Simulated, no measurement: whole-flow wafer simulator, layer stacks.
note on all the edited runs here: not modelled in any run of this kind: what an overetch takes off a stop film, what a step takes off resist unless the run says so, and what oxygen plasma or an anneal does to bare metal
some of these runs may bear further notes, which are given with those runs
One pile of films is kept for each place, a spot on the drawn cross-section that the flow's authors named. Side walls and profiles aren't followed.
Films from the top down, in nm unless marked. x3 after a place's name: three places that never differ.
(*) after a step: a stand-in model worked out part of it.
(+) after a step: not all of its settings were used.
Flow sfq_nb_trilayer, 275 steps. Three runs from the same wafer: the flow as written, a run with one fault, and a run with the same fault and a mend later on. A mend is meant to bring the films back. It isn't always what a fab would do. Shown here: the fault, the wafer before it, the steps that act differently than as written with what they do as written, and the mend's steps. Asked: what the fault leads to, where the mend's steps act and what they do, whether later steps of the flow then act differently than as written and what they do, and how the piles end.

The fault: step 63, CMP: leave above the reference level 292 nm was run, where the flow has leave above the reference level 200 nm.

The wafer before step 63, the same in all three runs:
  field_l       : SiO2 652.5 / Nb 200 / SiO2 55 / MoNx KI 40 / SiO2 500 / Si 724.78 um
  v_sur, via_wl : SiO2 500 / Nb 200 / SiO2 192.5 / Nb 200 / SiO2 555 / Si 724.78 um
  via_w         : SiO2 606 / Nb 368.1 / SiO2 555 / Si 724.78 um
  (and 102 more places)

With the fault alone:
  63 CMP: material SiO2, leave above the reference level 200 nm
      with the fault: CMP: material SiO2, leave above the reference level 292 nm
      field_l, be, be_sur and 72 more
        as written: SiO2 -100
        with the fault: SiO2 -8
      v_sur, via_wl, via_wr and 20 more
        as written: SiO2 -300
        with the fault: SiO2 -208
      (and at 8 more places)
  Later steps of the flow that act differently than as written (4 more steps differ only slightly, by at most 2% or 0.5 nm, whichever is larger, and aren't shown):
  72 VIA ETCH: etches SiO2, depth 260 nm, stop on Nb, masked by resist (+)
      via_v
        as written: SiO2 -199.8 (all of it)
        with the fault: SiO2 -260
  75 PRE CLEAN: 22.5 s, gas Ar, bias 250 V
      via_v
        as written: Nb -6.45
        with the fault: SiO2 -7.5
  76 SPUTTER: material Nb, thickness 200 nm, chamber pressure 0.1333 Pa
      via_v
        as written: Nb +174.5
        with the fault: Nb +163.1 (new film)
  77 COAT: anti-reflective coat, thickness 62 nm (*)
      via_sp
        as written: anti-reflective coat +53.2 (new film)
        with the fault: anti-reflective coat +51.9 (new film)
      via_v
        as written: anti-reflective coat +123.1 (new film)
        with the fault: anti-reflective coat +136.1 (new film)
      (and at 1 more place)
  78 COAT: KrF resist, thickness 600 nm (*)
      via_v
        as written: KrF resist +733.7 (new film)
        with the fault: KrF resist +783.4 (new film)
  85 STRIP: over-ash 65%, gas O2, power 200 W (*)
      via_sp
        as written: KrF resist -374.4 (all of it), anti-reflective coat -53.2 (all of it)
        with the fault: KrF resist -370.4 (all of it), anti-reflective coat -51.9 (all of it)
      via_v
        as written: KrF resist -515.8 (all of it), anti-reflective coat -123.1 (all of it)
        with the fault: KrF resist -565.3 (all of it), anti-reflective coat -136.1 (all of it)
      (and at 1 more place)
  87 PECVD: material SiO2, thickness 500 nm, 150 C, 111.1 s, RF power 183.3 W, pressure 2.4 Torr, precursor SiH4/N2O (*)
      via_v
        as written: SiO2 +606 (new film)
        with the fault: SiO2 +678.7 (new film)
  At the end the piles differ from the flow's by more than 2% or 0.5 nm, whichever is larger, at field_l, v_sur, via_wl and 103 more.
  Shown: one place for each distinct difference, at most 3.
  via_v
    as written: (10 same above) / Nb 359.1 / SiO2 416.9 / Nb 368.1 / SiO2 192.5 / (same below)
    with the fault: (10 same above) / Nb 359.1 / SiO2 489.6 / Nb 163.1 / SiO2 24.3 / Nb 200 / SiO2 192.5 / (same below)
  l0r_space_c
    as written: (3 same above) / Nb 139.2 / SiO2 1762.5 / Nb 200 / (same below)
    with the fault: (3 same above) / Nb 139.2 / SiO2 1854.5 / Nb 200 / (same below)
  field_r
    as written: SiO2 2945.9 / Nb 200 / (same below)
    with the fault: SiO2 3037.9 / Nb 200 / (same below)

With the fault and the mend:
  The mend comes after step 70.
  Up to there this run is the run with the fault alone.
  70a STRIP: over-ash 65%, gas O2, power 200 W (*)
      field_l, v_sur, via_wl and 102 more
        KrF resist -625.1 (all of it), anti-reflective coat -62 (all of it)
      via_v
        anti-reflective coat -62 (all of it)
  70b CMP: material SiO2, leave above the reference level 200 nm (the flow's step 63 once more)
      field_l, v_sur, via_wl and 103 more
        SiO2 -92
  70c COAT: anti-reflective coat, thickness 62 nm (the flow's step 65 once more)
      field_l, v_sur, via_wl and 103 more
        anti-reflective coat +62 (new film)
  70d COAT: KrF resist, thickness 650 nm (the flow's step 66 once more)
      field_l, v_sur, via_wl and 103 more
        KrF resist +650 (new film)
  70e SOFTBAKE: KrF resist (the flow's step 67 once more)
      changes no film at any place that is followed
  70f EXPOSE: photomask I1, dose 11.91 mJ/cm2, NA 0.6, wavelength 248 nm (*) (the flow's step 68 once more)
      changes no film at any place that is followed
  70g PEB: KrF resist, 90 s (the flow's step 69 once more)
      field_l, v_sur, via_wl and 103 more
        KrF resist -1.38
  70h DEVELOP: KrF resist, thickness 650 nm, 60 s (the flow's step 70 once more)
      field_l, v_sur, via_wl and 102 more
        KrF resist -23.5
      via_v
        KrF resist -648.6 (all of it)
  No later step of the flow acts differently than as written at any place that is followed.
  At the end the piles are the same as the flow's at every place that both follow.
